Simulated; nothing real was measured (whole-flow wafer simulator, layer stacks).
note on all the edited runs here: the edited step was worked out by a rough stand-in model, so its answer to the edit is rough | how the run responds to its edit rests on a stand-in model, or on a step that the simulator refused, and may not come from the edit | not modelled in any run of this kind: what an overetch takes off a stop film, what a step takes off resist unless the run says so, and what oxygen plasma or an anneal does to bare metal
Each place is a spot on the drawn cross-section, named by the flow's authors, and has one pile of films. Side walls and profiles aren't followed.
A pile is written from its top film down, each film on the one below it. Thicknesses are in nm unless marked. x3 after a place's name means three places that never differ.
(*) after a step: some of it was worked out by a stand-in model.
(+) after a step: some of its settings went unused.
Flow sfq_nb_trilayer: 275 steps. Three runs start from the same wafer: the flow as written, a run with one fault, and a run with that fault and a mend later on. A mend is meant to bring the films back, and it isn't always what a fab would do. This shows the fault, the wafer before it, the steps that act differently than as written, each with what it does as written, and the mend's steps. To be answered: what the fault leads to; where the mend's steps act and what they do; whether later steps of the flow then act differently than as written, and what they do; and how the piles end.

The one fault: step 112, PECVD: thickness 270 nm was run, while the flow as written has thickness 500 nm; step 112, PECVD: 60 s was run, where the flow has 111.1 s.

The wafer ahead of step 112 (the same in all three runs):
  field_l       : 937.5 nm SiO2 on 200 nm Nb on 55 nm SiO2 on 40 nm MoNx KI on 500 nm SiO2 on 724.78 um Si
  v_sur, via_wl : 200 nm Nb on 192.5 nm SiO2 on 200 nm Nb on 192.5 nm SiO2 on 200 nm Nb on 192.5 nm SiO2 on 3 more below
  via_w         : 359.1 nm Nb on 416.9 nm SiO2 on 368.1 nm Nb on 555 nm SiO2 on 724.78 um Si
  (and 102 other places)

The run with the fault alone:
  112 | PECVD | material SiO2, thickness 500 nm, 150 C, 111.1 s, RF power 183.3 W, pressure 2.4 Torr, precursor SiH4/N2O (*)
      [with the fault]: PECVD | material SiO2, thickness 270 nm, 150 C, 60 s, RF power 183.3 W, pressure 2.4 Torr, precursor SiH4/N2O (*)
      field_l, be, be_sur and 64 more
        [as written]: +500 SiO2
        [with the fault]: +270 SiO2
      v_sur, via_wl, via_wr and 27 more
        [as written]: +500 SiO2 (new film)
        [with the fault]: +270 SiO2 (new film)
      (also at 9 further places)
  Steps later in the flow that act otherwise than as written (not shown: 17 more steps that differ only slightly, by at most 2% or 0.5 nm, whichever is larger):
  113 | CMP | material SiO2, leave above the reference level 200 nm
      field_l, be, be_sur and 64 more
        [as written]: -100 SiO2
        [with the fault]: nothing
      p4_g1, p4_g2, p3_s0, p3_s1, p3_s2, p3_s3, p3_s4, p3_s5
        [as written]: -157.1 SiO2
        [with the fault]: nothing
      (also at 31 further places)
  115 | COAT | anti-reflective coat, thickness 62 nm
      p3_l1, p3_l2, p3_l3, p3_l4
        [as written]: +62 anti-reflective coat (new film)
        [with the fault]: +47.4 anti-reflective coat (new film)
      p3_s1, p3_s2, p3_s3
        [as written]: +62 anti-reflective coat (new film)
        [with the fault]: +105.3 anti-reflective coat (new film)
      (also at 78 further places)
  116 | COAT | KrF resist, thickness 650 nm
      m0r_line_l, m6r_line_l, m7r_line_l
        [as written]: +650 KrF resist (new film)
        [with the fault]: +675.9 KrF resist (new film)
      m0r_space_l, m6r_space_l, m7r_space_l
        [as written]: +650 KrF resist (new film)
        [with the fault]: +665.9 KrF resist (new film)
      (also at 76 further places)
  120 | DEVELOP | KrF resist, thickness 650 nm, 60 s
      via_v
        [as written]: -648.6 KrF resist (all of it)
        [with the fault]: -601.4 KrF resist (all of it)
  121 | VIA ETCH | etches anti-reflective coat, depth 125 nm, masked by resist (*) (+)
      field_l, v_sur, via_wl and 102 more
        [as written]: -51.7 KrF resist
        [with the fault]: -42.9 KrF resist
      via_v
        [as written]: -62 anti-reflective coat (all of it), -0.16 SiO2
        [with the fault]: -51.5 anti-reflective coat (all of it), -0.13 SiO2
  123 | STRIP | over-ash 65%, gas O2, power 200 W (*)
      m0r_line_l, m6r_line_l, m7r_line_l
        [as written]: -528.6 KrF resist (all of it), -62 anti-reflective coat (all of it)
        [with the fault]: -563.2 KrF resist (all of it), -62.8 anti-reflective coat (all of it)
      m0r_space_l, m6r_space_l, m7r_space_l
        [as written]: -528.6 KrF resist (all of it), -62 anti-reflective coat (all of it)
        [with the fault]: -553.2 KrF resist (all of it), -78.8 anti-reflective coat (all of it)
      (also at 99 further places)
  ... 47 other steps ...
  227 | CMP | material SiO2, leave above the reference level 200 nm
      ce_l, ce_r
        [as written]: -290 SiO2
        [with the fault]: -300 SiO2
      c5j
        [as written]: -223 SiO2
        [with the fault]: -233 SiO2
  By the end, the piles at via_w, be, be_sur and 46 more depart from the flow's by more than 2% or 0.5 nm, whichever is larger.
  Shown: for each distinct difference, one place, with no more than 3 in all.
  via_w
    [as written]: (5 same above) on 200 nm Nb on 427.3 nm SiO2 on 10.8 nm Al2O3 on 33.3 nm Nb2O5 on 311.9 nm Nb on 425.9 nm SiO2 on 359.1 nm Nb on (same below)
    [with the fault]: (5 same above) on 200 nm Nb on 495.5 nm SiO2 on 10.1 nm Al2O3 on 34.6 nm Nb2O5 on 110.8 nm Nb on 169.8 nm SiO2 on 164.8 nm Nb on 223.6 nm SiO2 on 359.1 nm Nb on (same below)
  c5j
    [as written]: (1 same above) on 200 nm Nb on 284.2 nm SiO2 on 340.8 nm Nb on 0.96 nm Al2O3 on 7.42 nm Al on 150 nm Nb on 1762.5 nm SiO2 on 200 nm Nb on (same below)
    [with the fault]: (1 same above) on 200 nm Nb on 293.3 nm SiO2 on 183.3 nm Nb on 8.38 nm SiO2 on 170 nm Nb on 0.96 nm Al2O3 on 7.42 nm Al on 150 nm Nb on 1732.5 nm SiO2 on 200 nm Nb on (same below)
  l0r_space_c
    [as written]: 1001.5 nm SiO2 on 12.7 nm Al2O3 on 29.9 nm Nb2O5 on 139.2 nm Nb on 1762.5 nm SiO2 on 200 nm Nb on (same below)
    [with the fault]: 1031.5 nm SiO2 on 12.7 nm Al2O3 on 29.9 nm Nb2O5 on 139.2 nm Nb on 1732.5 nm SiO2 on 200 nm Nb on (same below)

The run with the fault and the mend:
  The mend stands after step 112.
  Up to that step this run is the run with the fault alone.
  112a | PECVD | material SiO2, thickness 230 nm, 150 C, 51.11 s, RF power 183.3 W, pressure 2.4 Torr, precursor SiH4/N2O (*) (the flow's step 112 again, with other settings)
      field_l, v_sur, via_wl and 102 more
        +230 SiO2
      via_w
        +262.8 SiO2
  Steps later in the flow that act otherwise than as written:
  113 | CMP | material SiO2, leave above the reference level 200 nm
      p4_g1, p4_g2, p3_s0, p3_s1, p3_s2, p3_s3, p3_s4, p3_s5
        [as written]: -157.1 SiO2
        [with the mend]: -100 SiO2
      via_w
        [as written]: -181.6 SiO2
        [with the mend]: -60.5 SiO2
  At every place that both follow, the piles at the end match the flow's.
